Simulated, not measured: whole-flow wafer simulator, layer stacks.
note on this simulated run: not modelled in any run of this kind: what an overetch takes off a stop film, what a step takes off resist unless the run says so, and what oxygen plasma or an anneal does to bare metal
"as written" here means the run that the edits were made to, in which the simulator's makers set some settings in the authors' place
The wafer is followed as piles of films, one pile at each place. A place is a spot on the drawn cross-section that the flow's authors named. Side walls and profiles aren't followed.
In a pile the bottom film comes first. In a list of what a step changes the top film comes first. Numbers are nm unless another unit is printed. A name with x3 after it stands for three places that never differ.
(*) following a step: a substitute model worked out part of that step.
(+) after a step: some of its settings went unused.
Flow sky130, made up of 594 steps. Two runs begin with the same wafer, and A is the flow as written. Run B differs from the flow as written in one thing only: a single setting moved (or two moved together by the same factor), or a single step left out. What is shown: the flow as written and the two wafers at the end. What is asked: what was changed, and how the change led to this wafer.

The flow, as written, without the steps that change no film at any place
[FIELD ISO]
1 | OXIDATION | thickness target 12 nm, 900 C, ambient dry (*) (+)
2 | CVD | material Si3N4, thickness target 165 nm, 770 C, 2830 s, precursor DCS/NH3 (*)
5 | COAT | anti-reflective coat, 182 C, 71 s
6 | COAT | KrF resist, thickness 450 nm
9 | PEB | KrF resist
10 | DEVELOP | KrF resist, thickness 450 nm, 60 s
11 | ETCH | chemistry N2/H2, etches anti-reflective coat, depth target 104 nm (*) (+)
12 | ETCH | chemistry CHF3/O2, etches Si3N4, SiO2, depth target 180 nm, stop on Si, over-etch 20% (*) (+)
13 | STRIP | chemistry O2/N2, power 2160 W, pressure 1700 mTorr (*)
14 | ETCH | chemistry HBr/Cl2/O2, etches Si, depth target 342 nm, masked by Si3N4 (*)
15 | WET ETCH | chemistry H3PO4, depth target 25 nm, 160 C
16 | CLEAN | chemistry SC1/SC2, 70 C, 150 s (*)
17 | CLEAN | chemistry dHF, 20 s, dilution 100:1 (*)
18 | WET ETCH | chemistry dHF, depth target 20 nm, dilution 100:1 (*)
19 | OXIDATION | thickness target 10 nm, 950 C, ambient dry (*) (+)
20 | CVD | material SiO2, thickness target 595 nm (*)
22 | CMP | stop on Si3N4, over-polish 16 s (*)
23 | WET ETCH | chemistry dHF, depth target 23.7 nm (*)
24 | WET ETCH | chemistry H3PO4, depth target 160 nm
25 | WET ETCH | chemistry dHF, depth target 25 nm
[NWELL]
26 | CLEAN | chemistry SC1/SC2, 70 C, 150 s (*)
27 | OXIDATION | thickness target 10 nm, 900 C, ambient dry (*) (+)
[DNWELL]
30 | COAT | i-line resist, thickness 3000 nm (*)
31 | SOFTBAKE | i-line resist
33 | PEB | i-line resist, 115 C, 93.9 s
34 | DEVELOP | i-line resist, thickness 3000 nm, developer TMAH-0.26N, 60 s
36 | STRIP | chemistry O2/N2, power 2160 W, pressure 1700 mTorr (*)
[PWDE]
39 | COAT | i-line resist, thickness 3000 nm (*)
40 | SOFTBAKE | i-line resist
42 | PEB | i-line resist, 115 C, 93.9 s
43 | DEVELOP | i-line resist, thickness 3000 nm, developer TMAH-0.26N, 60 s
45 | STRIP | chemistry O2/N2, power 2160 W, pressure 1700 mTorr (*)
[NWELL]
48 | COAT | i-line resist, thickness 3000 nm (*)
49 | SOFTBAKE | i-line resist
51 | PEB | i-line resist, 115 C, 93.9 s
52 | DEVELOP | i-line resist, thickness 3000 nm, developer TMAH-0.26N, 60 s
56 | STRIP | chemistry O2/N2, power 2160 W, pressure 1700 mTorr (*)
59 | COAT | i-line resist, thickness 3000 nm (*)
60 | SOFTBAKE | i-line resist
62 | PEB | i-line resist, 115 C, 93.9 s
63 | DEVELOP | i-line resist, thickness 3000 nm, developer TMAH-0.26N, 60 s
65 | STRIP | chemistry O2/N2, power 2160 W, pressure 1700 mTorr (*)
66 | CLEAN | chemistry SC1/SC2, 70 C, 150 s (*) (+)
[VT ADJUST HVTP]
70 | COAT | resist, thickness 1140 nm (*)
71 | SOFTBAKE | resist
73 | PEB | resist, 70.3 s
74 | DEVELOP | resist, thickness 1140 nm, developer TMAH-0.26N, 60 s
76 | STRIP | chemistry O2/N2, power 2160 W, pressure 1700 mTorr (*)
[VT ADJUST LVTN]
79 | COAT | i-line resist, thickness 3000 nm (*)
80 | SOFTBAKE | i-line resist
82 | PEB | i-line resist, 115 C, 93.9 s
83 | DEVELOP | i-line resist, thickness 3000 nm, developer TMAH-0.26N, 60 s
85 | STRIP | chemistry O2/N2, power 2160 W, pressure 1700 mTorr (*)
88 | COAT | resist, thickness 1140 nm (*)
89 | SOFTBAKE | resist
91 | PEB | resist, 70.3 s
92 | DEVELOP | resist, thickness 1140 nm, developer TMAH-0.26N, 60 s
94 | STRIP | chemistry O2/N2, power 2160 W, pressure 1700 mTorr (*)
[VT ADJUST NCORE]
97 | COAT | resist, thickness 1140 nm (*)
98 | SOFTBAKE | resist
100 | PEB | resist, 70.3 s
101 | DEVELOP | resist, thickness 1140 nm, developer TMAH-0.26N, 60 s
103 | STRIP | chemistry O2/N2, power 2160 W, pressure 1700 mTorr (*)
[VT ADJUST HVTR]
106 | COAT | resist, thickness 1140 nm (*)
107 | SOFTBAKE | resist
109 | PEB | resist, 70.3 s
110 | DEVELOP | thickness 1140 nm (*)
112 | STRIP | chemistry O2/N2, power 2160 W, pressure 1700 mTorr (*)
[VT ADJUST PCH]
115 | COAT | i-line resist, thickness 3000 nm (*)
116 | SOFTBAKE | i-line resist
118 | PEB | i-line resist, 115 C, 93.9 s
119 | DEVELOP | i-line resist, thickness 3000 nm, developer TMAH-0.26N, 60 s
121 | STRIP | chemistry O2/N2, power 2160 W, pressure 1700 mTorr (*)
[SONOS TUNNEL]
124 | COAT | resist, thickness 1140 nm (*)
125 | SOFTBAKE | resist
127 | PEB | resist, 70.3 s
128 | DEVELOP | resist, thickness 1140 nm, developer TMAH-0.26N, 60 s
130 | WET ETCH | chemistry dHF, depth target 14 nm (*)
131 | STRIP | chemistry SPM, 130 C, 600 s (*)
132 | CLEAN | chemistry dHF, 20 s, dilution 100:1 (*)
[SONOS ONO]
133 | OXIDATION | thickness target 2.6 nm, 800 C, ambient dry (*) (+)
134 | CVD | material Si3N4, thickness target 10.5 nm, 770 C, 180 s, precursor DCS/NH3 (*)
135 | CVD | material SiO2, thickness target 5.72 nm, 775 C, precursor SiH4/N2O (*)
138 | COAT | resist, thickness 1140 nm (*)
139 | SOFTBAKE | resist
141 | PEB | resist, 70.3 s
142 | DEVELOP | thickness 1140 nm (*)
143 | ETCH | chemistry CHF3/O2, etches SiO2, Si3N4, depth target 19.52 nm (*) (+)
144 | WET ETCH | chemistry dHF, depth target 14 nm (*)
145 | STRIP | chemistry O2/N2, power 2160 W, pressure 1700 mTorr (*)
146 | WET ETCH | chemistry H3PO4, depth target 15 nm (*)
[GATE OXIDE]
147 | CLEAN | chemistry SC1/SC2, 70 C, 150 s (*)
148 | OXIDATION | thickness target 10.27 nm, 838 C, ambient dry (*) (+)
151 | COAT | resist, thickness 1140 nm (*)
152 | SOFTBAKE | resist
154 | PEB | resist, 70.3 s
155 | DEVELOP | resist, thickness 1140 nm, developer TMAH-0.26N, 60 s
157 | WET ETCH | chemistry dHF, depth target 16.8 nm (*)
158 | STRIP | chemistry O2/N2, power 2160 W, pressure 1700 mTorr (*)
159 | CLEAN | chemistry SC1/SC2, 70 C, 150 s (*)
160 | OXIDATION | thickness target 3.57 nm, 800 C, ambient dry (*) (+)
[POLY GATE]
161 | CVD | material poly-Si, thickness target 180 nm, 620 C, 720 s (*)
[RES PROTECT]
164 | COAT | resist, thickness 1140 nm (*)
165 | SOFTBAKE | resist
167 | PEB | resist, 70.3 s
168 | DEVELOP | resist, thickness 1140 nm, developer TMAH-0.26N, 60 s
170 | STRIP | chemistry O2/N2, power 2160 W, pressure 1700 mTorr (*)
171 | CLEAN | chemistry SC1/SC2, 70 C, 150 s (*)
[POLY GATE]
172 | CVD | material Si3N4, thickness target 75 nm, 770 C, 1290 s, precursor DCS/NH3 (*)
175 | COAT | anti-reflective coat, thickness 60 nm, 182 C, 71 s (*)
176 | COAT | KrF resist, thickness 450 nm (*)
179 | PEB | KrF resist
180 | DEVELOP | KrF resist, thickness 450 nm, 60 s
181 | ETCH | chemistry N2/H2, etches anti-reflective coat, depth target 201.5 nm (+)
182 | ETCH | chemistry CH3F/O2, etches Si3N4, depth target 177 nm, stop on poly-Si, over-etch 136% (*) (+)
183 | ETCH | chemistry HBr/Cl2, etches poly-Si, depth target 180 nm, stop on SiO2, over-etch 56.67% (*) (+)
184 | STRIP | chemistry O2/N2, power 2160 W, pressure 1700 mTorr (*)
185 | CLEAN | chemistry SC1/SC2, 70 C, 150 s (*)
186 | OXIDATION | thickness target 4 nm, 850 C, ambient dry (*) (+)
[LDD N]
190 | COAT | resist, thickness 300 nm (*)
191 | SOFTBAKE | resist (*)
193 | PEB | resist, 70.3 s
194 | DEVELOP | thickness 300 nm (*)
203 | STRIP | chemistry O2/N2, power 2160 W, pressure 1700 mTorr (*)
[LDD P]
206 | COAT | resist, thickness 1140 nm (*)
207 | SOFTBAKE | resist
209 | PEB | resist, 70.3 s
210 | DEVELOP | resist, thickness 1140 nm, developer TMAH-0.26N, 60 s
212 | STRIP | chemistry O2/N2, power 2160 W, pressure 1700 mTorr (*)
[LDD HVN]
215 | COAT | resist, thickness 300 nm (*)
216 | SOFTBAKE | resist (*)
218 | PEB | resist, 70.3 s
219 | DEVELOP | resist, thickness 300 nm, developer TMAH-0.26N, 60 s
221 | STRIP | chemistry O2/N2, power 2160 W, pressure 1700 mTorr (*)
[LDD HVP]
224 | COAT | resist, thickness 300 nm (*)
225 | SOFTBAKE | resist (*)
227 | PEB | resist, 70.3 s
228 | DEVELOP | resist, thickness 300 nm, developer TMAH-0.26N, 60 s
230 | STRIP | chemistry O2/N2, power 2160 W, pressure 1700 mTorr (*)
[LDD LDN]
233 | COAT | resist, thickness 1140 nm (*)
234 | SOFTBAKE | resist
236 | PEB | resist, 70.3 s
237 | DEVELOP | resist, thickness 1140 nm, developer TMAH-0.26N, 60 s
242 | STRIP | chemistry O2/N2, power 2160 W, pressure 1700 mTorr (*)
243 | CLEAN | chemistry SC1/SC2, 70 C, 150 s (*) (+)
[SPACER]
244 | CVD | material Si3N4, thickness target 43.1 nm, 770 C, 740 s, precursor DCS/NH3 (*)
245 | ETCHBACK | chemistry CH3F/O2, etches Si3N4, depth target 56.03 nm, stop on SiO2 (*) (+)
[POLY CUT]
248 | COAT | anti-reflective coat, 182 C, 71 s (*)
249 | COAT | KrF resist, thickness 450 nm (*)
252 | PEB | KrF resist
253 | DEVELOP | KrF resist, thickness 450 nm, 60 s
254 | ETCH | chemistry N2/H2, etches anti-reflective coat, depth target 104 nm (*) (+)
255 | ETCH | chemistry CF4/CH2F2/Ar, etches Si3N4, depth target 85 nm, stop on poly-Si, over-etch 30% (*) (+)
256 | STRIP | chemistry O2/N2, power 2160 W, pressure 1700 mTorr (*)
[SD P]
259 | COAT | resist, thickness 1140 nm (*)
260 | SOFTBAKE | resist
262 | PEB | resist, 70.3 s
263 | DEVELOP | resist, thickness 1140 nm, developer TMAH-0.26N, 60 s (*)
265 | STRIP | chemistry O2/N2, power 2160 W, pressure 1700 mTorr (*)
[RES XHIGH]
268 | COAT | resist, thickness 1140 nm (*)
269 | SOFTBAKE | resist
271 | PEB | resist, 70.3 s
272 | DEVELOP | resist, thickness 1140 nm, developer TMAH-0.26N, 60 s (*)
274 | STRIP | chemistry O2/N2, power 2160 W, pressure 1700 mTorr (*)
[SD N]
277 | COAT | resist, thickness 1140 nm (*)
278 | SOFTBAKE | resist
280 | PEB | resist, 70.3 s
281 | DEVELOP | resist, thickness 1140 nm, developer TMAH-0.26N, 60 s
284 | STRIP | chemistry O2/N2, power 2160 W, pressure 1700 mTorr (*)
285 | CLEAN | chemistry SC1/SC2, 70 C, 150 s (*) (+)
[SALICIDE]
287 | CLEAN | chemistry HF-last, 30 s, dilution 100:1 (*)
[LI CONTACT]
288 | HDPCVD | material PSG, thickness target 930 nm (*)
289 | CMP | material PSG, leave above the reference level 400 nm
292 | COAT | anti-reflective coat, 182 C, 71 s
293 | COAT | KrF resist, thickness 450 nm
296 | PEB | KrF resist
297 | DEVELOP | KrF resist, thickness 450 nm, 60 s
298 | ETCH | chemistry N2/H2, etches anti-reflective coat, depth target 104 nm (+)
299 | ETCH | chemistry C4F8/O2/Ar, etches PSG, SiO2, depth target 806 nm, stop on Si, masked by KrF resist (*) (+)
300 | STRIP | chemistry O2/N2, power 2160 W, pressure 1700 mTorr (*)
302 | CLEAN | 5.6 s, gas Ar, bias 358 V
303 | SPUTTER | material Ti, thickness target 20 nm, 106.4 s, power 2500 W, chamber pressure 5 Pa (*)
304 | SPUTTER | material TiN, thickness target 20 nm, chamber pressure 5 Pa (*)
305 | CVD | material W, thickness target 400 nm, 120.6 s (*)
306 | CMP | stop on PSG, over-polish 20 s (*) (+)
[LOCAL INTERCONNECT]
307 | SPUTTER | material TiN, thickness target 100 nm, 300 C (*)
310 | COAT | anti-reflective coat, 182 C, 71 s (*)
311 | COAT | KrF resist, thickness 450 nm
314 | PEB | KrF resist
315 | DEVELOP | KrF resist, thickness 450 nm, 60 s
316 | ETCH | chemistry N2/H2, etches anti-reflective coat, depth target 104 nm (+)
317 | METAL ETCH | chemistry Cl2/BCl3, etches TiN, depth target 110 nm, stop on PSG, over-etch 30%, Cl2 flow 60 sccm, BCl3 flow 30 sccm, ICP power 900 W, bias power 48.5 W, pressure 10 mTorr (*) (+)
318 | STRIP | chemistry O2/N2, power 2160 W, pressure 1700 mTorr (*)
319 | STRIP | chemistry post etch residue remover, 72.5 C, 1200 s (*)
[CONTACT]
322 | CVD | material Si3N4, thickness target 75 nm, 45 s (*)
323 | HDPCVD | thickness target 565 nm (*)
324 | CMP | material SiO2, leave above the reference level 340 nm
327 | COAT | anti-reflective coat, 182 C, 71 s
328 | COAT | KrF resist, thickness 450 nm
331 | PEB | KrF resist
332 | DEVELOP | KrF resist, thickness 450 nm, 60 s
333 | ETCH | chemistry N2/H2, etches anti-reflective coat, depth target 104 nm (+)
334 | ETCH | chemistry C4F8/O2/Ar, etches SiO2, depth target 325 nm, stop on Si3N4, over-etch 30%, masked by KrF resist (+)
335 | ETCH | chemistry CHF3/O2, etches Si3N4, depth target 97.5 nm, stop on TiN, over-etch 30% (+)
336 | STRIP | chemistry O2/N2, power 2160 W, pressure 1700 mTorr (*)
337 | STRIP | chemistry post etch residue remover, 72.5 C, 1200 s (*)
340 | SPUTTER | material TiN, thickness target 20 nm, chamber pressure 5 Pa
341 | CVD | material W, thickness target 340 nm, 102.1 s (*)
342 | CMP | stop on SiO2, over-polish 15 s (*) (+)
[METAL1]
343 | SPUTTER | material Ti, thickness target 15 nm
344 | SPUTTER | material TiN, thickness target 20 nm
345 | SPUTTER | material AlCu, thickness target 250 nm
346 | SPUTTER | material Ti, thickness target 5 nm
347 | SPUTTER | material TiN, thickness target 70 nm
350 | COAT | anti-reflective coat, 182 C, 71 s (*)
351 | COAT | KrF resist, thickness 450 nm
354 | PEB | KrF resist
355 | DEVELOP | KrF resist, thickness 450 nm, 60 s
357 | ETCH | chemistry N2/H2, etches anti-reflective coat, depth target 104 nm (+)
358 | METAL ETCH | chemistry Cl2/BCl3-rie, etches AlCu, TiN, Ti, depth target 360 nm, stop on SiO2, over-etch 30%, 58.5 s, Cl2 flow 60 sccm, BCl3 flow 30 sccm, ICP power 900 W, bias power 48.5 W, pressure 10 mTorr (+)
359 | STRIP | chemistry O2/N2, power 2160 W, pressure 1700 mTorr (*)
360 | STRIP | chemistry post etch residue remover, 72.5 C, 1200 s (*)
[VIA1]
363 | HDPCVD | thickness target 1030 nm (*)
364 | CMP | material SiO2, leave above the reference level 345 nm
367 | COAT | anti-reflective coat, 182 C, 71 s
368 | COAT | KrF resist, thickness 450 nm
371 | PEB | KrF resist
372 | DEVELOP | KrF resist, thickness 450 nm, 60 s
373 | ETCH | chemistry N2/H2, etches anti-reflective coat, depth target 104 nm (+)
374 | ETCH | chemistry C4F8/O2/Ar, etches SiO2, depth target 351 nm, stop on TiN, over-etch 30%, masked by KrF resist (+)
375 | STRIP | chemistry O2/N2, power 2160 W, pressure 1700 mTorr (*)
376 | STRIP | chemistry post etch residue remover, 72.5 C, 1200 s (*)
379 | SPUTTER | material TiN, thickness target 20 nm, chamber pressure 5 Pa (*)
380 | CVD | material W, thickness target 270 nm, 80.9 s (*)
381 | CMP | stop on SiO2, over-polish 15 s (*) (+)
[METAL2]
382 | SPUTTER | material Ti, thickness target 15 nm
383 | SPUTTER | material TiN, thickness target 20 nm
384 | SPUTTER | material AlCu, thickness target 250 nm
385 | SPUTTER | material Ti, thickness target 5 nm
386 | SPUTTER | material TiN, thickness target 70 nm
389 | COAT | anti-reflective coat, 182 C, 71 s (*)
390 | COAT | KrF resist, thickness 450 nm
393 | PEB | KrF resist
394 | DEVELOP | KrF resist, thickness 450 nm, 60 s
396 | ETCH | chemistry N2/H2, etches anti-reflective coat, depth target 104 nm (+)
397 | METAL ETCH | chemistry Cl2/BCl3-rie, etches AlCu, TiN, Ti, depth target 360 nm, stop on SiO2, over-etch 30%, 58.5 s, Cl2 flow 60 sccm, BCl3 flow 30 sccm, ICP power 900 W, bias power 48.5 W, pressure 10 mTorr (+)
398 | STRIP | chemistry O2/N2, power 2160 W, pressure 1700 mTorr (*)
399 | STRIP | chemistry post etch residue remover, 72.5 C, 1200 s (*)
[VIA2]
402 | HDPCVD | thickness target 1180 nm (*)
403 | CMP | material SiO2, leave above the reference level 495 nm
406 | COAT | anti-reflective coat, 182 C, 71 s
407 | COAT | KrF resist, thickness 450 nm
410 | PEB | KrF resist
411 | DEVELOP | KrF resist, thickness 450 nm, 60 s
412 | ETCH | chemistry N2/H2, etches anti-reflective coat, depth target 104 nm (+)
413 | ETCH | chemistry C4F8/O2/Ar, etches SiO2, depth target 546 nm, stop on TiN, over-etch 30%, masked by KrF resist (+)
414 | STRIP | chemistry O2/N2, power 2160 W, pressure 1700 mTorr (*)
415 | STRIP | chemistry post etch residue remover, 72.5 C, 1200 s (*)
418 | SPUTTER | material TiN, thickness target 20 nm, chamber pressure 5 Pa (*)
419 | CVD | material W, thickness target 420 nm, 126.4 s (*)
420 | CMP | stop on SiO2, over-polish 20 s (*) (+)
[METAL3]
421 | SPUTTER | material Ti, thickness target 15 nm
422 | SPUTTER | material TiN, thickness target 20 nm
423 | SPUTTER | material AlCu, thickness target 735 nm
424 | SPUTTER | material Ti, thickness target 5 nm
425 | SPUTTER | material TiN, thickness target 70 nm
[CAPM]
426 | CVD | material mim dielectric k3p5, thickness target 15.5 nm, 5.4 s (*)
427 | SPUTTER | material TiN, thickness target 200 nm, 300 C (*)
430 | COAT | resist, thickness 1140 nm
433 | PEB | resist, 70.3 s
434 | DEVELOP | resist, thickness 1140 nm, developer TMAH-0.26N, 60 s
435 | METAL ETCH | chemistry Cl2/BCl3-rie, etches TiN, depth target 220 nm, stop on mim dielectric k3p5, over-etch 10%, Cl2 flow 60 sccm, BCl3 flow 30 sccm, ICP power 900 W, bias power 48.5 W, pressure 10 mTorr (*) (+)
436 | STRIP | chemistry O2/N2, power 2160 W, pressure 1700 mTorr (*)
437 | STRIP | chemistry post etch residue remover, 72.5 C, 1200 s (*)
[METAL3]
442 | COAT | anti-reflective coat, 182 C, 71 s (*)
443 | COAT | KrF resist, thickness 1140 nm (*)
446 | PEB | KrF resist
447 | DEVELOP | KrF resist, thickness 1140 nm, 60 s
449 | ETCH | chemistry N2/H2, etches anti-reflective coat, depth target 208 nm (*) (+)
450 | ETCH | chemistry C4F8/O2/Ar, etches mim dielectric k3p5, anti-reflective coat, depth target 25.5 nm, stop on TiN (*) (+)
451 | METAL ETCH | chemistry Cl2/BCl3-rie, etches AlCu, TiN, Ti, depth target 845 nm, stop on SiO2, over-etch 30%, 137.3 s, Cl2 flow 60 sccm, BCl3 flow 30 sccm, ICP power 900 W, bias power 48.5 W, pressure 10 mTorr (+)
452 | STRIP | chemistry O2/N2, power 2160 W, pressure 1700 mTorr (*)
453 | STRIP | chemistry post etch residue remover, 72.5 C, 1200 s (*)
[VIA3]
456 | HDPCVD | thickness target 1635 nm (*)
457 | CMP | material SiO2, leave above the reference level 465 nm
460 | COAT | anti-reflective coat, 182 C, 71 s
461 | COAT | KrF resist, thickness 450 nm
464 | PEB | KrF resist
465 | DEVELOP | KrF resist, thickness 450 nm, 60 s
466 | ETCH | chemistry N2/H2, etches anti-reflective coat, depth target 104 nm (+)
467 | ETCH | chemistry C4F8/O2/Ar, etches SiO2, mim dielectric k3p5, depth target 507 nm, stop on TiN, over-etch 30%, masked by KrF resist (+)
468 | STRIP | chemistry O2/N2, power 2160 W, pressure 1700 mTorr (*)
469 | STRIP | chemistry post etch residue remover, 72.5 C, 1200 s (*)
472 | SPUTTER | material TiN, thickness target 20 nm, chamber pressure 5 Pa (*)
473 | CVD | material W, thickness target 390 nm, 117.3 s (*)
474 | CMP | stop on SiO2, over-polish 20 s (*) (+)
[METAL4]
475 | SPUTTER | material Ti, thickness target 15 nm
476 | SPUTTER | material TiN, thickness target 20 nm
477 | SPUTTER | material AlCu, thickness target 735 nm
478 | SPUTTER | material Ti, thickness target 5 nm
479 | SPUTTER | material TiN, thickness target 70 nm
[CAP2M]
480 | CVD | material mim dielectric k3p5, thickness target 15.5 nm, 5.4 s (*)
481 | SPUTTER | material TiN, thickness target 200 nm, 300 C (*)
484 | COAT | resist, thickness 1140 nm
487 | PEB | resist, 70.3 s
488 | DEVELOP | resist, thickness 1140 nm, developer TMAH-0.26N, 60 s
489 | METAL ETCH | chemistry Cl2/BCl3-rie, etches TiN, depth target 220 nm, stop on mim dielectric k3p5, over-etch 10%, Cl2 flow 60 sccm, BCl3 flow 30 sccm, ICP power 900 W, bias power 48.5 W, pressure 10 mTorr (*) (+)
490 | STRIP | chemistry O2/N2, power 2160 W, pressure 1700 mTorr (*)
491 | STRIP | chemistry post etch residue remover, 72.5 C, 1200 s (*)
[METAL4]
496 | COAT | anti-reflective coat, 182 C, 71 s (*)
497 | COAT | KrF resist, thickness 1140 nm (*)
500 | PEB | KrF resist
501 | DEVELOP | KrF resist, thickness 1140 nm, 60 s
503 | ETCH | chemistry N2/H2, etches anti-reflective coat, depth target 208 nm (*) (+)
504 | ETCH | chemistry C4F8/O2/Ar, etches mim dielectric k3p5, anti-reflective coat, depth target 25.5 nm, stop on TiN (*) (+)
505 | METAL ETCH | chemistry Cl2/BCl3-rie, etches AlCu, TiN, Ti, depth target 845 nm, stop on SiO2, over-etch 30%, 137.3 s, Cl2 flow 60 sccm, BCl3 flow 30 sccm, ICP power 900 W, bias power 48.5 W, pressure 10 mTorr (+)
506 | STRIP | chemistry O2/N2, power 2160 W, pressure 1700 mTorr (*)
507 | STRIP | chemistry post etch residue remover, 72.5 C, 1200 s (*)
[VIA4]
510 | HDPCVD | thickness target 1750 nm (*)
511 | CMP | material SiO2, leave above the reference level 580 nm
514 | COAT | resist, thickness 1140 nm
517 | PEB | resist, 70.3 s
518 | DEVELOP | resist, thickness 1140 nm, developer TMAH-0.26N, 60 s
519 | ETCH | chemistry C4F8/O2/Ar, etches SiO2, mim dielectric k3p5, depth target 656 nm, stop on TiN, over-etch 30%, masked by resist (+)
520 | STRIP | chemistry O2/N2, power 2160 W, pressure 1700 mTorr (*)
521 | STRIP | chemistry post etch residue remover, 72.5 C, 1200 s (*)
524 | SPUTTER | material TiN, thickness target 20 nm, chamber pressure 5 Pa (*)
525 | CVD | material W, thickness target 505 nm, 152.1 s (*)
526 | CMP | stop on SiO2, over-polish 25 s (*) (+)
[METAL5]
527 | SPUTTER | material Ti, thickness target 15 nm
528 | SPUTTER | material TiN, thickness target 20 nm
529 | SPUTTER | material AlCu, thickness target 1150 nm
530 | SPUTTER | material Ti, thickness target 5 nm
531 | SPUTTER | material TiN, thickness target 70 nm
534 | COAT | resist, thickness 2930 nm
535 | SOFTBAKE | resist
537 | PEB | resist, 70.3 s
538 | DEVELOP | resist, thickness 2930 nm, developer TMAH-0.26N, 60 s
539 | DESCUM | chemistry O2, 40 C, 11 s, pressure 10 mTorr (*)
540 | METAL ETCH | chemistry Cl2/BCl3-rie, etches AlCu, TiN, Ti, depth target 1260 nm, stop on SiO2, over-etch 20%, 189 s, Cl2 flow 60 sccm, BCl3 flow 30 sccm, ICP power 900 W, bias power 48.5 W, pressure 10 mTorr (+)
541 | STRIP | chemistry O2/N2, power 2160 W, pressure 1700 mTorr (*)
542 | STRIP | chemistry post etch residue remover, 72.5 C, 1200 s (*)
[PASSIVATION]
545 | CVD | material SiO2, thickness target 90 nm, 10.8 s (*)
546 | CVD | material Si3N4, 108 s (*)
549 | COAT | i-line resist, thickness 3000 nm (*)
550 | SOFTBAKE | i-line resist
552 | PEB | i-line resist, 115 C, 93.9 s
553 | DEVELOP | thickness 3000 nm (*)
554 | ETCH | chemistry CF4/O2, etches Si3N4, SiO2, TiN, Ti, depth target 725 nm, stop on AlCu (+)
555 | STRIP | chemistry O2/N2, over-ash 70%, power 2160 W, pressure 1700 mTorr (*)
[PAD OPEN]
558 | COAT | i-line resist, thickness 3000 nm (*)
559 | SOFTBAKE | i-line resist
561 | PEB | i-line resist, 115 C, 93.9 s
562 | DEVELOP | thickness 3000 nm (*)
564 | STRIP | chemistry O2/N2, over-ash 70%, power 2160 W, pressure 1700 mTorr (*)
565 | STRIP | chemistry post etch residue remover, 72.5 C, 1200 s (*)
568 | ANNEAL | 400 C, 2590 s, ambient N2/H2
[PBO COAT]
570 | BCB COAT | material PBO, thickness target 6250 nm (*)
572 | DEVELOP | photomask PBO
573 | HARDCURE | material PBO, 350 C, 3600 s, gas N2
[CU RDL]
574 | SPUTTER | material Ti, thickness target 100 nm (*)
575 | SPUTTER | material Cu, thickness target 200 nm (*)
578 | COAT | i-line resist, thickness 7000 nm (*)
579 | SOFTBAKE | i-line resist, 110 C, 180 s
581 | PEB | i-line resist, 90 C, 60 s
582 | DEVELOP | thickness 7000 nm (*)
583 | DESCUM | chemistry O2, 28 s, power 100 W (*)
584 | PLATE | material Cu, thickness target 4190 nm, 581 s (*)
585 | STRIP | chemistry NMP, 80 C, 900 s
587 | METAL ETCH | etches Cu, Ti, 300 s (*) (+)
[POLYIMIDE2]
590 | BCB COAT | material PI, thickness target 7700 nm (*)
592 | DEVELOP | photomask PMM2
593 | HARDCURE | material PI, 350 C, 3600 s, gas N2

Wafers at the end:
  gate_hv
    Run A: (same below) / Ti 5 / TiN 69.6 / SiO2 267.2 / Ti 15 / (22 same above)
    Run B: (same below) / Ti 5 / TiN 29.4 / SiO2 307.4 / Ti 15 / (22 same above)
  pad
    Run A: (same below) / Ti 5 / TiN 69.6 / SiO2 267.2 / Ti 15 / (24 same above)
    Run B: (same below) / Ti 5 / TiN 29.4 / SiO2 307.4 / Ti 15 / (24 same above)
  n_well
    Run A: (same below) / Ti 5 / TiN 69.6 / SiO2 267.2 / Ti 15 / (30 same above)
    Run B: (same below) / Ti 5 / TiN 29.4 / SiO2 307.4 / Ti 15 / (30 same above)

Cause: step 347, SPUTTER: thickness target 29.8 nm was run, while the flow as written has thickness target 70 nm.

How this came from the change, step by step:
  347 | SPUTTER | material TiN, thickness target 70 nm
      field, active, n_well and 188 more: A TiN gains 70 (new film) | B TiN gains 29.8 (new film)
  358 | METAL ETCH | chemistry Cl2/BCl3-rie, etches AlCu, TiN, Ti, depth target 360 nm, stop on SiO2, over-etch 30%, 58.5 s, Cl2 flow 60 sccm, BCl3 flow 30 sccm, ICP power 900 W, bias power 48.5 W, pressure 10 mTorr (+)
      field, active, gate and 81 more: A TiN loses 68.7 (all of it), Ti loses 5 (all of it), AlCu loses 250 (all of it), TiN loses 20 (all of it), Ti loses 15 (all of it), SiO2 loses 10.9 | B TiN loses 28.5 (all of it), Ti loses 5 (all of it), AlCu loses 250 (all of it), TiN loses 20 (all of it), Ti loses 15 (all of it), SiO2 loses 15
  364 | CMP | material SiO2, leave above the reference level 345 nm
      n_well, p_well, gate_hv and 100 more: A SiO2 loses 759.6 | B SiO2 loses 719.4
      poly_licon, ndiff_licon, ndiff_licon_cpp, rpo_hd_licon: A SiO2 loses 759 | B SiO2 loses 718.8
  374 | ETCH | chemistry C4F8/O2/Ar, etches SiO2, depth target 351 nm, stop on TiN, over-etch 30%, masked by KrF resist (+)
      m1, via1_hole: A SiO2 loses 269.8 (all of it) | B SiO2 loses 310 (all of it)
  379 | SPUTTER | material TiN, thickness target 20 nm, chamber pressure 5 Pa (*)
      m1: A TiN gains 11 | B TiN gains 10.2
      via1_hole: A TiN gains 10.9 | B TiN gains 10.2
  380 | CVD | material W, thickness target 270 nm, 80.9 s (*)
      m1, via1_hole: A W gains 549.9 (new film) | B W gains 590.8 (new film)
